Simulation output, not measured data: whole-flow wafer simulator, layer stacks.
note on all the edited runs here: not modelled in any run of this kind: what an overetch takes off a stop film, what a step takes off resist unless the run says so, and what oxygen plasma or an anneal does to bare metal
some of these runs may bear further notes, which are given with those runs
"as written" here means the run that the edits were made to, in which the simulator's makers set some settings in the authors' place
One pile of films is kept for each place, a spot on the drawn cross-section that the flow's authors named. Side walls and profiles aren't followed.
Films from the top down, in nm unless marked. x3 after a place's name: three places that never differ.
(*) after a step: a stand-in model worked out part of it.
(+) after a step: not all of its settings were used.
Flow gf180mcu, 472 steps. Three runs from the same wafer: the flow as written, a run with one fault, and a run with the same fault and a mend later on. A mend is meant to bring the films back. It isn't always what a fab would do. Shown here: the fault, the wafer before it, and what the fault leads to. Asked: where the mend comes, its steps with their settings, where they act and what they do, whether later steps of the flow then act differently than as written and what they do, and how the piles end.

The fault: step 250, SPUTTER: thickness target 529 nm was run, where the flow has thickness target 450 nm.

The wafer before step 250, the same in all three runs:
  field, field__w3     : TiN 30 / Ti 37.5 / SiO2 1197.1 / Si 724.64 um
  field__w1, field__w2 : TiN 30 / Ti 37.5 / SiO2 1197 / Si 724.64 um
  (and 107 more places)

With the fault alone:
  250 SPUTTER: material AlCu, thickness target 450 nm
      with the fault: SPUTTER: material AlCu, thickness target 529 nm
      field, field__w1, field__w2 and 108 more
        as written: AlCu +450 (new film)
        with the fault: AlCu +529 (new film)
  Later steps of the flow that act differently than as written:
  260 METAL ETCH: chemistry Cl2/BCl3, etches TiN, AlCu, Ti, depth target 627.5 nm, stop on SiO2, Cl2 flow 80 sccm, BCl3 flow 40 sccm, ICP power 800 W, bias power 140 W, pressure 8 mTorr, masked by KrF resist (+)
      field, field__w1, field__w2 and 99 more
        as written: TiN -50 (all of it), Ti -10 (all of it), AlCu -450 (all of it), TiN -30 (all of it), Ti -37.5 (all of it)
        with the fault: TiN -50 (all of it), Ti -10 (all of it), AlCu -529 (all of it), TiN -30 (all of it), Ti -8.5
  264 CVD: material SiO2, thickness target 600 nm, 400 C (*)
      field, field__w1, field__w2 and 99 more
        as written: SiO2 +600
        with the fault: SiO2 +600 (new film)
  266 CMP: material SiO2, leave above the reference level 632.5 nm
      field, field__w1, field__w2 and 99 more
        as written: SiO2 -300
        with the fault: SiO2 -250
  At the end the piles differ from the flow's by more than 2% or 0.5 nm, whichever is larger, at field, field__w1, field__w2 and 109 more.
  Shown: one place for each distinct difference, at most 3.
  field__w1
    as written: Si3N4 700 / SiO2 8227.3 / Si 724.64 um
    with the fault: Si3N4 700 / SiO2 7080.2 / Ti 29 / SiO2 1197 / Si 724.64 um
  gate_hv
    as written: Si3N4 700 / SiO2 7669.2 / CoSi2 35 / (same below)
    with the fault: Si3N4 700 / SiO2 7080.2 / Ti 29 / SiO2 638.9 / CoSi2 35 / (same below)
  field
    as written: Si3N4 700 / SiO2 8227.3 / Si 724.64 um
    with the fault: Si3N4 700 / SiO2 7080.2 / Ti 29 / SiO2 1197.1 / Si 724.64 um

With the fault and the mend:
  The mend comes after step 250.
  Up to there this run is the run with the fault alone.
  250a METAL ETCH: chemistry Cl2/BCl3, etches TiN, AlCu, Ti, depth target 79 nm, Cl2 flow 80 sccm, BCl3 flow 40 sccm, ICP power 800 W, bias power 140 W, pressure 8 mTorr
      field, field__w1, field__w2 and 108 more
        AlCu -79
  No later step of the flow acts differently than as written at any place that is followed.
  At the end the piles are the same as the flow's at every place that both follow.
